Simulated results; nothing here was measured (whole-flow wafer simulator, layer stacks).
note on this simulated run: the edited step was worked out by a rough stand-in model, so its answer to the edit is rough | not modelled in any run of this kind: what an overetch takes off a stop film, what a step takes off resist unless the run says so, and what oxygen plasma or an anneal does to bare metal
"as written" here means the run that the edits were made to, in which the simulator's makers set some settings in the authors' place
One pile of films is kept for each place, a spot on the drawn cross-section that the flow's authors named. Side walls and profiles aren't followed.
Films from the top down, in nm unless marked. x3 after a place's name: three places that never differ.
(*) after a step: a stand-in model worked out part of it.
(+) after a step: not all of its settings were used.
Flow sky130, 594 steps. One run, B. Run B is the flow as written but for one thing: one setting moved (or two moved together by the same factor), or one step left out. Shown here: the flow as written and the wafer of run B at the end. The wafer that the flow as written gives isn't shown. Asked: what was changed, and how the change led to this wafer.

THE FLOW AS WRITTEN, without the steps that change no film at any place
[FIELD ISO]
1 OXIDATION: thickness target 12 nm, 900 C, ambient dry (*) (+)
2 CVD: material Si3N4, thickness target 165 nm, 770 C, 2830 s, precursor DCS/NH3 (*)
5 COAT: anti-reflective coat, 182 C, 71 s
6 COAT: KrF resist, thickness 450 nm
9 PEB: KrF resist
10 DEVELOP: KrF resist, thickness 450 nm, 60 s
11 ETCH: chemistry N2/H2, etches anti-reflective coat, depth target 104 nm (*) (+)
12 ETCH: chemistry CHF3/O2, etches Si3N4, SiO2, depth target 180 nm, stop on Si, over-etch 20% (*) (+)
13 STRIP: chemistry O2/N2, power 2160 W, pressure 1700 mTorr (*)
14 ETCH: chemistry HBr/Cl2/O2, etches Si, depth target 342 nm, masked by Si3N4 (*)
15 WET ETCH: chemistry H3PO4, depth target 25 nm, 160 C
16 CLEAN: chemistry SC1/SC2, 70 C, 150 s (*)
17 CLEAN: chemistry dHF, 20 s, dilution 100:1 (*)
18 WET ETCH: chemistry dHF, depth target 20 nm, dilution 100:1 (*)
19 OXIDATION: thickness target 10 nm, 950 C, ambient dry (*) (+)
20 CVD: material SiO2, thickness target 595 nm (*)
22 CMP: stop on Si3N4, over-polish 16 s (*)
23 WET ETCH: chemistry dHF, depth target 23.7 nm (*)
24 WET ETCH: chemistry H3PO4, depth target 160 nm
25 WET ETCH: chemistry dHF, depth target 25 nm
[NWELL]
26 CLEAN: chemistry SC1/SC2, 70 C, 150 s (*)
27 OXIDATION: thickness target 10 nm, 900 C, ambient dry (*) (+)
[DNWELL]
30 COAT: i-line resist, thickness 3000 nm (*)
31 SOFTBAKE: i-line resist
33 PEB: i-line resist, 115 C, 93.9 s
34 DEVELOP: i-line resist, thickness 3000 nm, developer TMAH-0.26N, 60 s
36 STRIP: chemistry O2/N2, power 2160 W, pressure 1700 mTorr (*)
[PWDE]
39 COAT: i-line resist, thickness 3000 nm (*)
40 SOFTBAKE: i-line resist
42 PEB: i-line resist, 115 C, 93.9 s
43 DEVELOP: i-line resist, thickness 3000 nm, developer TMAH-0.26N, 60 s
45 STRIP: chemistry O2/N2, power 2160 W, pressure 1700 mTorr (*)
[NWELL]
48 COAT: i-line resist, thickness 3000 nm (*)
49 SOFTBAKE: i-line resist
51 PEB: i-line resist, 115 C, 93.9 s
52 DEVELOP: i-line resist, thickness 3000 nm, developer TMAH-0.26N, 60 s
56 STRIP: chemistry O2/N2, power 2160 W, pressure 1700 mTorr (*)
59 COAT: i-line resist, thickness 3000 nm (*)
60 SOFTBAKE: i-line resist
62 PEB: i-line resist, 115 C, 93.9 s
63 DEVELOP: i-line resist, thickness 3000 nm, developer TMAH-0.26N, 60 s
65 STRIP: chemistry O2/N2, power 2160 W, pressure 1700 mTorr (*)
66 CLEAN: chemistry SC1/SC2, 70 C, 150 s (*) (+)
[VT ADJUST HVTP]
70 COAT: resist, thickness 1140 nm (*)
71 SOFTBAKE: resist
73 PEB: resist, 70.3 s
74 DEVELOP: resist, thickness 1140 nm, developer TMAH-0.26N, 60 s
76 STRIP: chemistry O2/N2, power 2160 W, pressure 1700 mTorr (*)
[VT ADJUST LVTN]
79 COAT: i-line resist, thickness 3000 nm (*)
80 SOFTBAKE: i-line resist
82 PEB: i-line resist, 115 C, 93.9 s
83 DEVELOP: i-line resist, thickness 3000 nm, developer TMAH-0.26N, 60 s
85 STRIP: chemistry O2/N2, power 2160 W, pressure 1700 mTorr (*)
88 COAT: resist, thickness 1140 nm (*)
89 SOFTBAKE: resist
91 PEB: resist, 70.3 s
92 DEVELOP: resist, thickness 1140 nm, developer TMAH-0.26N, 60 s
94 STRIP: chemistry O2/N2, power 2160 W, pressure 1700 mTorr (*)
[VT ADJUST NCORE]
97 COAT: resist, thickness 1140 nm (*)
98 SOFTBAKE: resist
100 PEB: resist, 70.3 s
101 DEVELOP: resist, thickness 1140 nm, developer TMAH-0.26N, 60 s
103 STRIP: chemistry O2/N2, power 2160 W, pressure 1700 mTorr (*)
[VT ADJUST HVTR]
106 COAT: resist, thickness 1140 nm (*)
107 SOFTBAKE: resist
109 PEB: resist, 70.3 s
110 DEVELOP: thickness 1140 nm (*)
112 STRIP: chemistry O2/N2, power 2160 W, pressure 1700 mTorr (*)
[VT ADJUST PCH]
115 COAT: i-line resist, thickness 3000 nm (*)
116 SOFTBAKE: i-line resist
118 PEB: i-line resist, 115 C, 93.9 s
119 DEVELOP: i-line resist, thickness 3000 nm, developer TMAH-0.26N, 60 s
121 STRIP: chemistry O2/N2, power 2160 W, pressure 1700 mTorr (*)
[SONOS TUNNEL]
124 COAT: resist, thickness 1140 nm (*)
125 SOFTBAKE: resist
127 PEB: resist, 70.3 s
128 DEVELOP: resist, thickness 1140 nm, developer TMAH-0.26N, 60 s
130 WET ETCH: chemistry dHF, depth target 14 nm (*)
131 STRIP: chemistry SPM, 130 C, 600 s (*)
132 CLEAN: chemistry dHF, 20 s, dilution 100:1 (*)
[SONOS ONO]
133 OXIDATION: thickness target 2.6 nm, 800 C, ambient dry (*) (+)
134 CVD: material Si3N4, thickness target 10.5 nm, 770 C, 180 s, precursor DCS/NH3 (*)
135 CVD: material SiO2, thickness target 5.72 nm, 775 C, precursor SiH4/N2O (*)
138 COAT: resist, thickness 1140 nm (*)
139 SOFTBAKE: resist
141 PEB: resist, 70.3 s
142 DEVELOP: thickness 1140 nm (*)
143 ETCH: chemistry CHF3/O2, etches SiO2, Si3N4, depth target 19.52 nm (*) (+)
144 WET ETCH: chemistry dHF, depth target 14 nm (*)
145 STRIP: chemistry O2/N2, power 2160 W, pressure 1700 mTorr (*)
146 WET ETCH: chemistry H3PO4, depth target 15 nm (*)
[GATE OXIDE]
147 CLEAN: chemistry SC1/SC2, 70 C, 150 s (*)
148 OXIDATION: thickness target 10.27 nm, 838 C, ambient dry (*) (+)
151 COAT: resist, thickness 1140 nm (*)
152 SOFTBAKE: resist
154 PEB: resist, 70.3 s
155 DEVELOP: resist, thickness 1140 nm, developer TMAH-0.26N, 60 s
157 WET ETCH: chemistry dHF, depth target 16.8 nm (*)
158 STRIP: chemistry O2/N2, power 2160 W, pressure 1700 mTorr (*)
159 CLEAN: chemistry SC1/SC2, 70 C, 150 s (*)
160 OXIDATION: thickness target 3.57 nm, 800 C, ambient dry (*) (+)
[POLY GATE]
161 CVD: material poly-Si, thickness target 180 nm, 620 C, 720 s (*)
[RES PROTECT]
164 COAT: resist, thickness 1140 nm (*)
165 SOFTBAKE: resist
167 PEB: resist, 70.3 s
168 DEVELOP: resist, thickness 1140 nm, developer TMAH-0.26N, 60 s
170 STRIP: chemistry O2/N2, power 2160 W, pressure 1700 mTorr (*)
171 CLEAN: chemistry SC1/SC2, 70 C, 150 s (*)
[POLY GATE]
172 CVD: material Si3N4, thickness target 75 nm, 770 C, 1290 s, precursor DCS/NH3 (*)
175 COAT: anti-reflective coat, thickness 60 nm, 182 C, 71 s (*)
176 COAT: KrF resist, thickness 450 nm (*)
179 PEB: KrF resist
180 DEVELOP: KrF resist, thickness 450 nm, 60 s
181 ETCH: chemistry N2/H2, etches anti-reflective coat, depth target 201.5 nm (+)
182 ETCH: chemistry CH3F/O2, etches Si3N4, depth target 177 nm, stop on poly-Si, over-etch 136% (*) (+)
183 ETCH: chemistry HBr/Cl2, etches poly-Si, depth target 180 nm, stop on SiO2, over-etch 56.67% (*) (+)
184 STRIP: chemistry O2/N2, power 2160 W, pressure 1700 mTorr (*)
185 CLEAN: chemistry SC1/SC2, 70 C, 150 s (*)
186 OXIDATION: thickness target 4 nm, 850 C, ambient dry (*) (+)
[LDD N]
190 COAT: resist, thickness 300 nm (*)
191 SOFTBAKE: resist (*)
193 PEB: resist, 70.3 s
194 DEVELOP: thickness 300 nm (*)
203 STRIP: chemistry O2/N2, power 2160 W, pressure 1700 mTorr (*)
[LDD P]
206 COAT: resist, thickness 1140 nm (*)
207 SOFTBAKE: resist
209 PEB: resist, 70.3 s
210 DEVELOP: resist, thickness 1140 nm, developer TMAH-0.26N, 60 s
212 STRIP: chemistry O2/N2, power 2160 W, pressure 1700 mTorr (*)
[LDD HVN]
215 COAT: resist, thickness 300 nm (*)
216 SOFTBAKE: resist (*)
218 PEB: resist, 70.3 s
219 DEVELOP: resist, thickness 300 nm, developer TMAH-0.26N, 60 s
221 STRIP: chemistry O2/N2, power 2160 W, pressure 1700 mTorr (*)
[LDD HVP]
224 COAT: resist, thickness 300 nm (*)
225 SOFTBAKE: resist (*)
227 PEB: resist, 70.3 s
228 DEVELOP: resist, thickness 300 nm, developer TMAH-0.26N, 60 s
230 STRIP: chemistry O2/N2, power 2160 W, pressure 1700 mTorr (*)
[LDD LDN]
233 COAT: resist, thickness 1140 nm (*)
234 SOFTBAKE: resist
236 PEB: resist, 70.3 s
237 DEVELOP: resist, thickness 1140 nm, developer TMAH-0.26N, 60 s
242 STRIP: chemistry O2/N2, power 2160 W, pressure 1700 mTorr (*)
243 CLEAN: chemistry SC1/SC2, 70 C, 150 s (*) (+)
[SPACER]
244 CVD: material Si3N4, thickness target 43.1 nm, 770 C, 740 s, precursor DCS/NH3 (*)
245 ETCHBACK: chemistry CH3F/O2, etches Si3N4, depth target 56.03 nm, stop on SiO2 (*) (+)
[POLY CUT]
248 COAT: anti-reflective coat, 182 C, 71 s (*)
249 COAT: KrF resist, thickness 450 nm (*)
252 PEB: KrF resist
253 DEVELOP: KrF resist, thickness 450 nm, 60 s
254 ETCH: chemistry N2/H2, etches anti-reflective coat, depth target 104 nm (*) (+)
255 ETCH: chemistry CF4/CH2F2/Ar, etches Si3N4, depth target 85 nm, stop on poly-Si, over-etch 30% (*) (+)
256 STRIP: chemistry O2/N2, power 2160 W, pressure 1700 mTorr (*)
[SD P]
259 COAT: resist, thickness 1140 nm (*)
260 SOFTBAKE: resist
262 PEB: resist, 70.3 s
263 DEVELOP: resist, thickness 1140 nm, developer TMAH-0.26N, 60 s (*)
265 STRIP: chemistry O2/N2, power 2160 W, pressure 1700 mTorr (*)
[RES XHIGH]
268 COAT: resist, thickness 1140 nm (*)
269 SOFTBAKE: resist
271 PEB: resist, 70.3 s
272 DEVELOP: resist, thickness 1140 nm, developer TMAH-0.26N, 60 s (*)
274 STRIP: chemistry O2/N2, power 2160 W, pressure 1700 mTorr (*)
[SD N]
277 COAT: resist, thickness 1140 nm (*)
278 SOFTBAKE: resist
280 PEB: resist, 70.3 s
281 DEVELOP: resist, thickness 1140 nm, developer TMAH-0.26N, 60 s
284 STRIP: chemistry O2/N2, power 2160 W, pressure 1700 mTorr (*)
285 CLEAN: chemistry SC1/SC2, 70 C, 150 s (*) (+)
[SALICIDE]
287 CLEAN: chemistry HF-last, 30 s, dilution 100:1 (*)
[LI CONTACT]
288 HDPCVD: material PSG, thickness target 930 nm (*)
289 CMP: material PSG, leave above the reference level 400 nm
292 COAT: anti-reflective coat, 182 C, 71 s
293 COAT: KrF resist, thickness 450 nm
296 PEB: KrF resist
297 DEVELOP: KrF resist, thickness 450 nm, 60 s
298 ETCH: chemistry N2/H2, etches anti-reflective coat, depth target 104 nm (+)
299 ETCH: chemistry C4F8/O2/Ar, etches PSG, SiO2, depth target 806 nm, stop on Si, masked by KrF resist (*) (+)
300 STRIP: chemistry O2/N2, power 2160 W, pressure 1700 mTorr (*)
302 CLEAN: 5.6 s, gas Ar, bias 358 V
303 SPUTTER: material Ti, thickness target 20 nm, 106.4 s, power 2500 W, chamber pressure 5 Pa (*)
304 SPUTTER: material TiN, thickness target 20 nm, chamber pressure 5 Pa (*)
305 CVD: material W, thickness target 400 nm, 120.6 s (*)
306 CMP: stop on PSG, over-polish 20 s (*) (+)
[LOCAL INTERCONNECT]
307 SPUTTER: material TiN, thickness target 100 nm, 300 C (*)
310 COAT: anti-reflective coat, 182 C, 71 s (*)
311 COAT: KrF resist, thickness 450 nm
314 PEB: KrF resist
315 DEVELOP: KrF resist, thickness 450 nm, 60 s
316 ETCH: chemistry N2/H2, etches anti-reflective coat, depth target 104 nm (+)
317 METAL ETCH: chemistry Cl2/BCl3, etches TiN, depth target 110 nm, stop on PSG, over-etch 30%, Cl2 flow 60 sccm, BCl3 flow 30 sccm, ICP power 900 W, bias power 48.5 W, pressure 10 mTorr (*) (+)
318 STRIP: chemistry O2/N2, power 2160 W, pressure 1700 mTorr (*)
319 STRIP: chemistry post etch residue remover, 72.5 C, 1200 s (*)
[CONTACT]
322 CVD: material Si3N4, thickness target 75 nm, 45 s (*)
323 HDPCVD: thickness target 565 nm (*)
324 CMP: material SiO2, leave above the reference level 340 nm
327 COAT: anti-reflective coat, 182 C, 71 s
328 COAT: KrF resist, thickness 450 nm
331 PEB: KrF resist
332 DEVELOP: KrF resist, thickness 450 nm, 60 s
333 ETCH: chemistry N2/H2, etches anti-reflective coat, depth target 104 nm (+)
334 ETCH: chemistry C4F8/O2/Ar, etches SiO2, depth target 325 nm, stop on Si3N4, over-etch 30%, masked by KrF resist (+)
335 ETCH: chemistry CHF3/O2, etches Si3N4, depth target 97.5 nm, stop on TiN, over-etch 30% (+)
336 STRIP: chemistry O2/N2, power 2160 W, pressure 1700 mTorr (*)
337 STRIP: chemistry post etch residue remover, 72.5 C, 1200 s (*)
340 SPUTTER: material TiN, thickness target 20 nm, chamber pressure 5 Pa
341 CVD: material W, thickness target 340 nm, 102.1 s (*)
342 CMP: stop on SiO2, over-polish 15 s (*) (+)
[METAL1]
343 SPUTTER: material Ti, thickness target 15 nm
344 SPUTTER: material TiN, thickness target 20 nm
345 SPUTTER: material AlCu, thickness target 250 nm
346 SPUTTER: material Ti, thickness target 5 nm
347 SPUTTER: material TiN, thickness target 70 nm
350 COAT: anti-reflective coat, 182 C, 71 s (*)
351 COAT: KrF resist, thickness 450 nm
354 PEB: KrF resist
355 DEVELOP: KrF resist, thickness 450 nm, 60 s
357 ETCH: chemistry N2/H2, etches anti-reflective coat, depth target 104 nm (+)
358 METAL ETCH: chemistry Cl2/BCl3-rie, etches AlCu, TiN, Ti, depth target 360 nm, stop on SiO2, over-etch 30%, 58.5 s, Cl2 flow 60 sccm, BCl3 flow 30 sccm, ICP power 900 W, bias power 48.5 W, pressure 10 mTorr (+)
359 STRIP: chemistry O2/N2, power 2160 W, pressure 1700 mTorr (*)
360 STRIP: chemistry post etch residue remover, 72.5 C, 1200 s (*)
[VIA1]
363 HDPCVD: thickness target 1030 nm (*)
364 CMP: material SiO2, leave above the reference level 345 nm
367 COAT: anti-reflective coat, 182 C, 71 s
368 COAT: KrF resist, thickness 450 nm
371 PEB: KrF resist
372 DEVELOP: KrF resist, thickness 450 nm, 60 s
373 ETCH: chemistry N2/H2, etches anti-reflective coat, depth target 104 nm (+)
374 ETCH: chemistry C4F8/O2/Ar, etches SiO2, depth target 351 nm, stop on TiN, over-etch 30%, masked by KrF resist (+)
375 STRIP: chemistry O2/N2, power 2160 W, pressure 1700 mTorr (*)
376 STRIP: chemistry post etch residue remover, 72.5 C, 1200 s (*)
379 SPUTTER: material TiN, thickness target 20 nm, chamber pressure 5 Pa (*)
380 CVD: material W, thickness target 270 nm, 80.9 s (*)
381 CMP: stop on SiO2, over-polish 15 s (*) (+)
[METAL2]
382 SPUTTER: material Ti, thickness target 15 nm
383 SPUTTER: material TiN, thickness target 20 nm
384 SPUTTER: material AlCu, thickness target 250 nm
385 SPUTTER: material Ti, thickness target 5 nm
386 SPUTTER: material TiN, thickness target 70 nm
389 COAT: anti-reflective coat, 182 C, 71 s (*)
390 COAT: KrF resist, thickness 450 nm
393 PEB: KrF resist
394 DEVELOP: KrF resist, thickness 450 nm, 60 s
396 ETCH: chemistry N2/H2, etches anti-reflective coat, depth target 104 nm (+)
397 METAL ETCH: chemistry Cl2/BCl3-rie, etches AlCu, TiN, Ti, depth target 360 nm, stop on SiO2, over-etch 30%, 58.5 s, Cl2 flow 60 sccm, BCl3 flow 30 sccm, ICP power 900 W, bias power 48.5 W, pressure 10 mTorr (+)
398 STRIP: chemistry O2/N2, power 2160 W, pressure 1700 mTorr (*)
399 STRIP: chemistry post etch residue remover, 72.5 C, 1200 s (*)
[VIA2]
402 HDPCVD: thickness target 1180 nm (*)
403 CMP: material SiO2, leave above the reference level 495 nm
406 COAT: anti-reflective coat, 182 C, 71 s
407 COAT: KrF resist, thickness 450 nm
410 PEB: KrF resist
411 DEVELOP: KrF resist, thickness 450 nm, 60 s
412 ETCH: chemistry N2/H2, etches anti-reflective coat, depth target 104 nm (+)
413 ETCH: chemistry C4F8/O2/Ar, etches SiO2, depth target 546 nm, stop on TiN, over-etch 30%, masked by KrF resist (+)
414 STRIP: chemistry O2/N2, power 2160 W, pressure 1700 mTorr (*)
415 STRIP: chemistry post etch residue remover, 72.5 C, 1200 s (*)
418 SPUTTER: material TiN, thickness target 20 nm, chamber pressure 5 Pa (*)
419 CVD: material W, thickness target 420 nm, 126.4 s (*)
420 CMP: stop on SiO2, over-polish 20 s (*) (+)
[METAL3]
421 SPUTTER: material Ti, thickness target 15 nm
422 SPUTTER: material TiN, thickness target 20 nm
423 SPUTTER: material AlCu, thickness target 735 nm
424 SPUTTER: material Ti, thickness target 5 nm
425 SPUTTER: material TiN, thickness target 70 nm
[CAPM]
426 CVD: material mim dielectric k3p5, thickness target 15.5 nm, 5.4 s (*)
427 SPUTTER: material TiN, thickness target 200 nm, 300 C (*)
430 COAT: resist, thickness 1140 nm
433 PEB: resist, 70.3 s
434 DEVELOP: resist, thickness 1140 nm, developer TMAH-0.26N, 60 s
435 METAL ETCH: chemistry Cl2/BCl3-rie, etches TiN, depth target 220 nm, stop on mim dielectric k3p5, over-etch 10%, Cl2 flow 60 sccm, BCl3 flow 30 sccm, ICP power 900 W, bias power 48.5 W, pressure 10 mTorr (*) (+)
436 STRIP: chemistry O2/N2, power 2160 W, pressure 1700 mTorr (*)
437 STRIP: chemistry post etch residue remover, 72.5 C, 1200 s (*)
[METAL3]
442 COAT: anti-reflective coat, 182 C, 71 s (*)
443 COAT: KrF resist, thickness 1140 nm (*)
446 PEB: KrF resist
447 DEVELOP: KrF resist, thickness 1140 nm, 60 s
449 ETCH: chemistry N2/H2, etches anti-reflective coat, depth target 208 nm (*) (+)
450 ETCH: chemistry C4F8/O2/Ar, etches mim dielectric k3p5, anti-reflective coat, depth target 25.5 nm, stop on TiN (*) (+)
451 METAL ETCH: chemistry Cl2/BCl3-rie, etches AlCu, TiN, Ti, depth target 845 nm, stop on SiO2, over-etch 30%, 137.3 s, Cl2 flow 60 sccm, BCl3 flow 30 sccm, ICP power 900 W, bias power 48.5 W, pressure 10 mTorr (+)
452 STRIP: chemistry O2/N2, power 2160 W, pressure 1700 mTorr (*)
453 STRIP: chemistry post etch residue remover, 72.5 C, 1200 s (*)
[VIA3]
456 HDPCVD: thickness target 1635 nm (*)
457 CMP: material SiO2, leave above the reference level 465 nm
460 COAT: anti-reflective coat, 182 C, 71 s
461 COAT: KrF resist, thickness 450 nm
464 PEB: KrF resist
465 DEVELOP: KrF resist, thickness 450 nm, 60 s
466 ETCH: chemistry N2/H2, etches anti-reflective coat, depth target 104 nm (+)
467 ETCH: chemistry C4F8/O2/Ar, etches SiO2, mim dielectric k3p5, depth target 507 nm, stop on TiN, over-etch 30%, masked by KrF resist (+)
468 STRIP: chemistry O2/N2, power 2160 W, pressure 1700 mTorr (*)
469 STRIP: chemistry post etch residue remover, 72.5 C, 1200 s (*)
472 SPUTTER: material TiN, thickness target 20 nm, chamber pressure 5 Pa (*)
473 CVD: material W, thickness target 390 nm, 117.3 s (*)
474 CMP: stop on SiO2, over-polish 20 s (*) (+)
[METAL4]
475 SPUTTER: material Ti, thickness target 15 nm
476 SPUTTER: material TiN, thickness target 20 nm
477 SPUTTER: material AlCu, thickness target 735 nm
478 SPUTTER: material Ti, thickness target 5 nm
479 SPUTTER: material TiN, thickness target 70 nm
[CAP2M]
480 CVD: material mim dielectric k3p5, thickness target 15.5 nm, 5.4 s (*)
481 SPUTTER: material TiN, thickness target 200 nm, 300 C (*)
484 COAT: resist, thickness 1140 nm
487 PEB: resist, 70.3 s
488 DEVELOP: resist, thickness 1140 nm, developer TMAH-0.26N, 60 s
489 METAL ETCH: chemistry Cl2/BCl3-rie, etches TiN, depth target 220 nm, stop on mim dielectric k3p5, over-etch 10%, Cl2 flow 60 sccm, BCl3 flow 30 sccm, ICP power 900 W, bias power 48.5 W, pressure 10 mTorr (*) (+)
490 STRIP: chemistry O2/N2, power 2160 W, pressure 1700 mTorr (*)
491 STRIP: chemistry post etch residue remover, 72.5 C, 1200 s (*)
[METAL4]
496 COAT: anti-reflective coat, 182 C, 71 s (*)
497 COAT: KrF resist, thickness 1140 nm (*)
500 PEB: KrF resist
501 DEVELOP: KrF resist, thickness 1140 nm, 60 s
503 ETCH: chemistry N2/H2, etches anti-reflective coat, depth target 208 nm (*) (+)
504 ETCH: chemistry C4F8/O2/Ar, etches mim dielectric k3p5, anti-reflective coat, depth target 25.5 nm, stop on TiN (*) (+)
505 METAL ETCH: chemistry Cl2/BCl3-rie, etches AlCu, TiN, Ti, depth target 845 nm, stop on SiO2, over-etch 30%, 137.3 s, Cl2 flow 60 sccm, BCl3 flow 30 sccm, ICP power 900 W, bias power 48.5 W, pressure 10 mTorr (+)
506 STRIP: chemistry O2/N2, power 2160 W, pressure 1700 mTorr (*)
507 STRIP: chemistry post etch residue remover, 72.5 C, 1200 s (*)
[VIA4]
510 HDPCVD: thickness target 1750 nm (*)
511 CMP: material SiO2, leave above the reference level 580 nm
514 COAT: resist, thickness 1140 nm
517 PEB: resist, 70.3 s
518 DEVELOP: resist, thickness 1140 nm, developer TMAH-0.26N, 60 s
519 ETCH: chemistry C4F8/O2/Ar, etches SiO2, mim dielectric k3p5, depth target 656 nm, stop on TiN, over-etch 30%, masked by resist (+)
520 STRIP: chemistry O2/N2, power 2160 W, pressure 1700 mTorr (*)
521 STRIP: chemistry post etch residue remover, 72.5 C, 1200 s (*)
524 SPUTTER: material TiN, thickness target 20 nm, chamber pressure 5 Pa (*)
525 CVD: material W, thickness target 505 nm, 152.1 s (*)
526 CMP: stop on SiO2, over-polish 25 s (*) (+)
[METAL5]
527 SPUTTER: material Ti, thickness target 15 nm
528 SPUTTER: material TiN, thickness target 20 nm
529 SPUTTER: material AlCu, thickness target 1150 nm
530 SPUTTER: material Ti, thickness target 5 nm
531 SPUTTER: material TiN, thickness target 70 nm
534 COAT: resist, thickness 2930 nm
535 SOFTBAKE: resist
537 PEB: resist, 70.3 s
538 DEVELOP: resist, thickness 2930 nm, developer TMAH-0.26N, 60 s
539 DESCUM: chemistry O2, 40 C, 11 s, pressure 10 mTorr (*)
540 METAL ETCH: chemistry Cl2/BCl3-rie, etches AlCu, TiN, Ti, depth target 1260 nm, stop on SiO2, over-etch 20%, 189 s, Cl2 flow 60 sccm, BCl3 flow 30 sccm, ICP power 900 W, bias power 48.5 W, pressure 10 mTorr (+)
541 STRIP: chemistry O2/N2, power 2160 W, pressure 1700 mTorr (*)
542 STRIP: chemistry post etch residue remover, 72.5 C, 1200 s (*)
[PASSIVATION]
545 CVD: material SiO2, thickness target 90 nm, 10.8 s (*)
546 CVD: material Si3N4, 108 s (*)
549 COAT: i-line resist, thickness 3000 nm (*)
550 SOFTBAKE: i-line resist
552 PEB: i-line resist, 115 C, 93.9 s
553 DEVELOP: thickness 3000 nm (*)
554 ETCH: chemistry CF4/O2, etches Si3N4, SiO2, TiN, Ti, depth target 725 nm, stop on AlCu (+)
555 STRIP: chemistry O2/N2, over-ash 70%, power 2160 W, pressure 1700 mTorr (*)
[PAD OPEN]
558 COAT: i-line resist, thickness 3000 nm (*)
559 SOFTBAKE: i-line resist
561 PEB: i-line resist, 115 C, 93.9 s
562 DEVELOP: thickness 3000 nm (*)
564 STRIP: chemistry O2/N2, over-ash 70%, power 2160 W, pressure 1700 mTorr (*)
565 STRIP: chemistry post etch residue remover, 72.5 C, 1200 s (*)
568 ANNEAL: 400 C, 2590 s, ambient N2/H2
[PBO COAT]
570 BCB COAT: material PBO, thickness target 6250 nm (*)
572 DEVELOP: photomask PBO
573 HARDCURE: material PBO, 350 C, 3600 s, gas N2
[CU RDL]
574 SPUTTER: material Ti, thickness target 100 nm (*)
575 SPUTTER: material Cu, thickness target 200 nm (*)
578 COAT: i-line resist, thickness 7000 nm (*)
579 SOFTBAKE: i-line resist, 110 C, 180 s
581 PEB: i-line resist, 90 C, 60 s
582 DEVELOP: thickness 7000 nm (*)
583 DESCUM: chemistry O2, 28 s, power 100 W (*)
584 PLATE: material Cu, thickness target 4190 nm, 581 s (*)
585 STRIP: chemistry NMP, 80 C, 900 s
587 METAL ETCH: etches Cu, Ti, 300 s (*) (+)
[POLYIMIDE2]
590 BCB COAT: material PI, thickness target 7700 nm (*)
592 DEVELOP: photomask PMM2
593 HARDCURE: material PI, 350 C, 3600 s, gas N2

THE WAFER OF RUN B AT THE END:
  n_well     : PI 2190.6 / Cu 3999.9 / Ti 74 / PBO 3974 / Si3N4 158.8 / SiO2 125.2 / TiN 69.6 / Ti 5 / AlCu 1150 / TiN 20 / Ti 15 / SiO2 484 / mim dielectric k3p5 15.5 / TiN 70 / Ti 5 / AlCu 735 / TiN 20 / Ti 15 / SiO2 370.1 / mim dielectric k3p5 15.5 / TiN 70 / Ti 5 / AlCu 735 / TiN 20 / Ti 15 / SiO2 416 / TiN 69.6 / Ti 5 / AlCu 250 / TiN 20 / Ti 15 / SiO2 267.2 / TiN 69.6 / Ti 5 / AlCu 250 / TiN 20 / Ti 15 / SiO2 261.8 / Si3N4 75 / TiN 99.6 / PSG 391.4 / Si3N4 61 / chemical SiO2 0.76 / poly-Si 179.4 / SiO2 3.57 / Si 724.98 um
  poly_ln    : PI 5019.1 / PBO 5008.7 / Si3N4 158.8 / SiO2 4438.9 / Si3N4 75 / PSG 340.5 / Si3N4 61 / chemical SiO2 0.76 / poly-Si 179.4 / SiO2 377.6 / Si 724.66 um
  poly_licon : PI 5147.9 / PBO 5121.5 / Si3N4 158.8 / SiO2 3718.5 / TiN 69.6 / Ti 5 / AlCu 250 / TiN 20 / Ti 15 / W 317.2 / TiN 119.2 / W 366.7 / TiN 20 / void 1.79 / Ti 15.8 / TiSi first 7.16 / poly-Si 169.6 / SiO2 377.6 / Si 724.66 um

The cause: step 574, SPUTTER: thickness target 74 nm was run, where the flow has thickness target 100 nm.
It can be read off the wafer: n_well has Ti 74, and step 574 as written asks for 100 nm.

How the change led to this, step by step:
  574 SPUTTER: material Ti, thickness target 100 nm (*)
      field, active, n_well and 190 more: Ti +74 (new film) (as written it would be: Ti +100 (new film))
  587 METAL ETCH: etches Cu, Ti, 300 s (*) (+)
      field, active, gate and 167 more: Cu -200 (all of it), Ti -74 (all of it) (as written it would be: Cu -200 (all of it), Ti -100 (all of it))
  590 BCB COAT: material PI, thickness target 7700 nm (*)
      de16_gate_nw: PI +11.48 um (new film) (as written it would be: PI +11.5 um (new film))
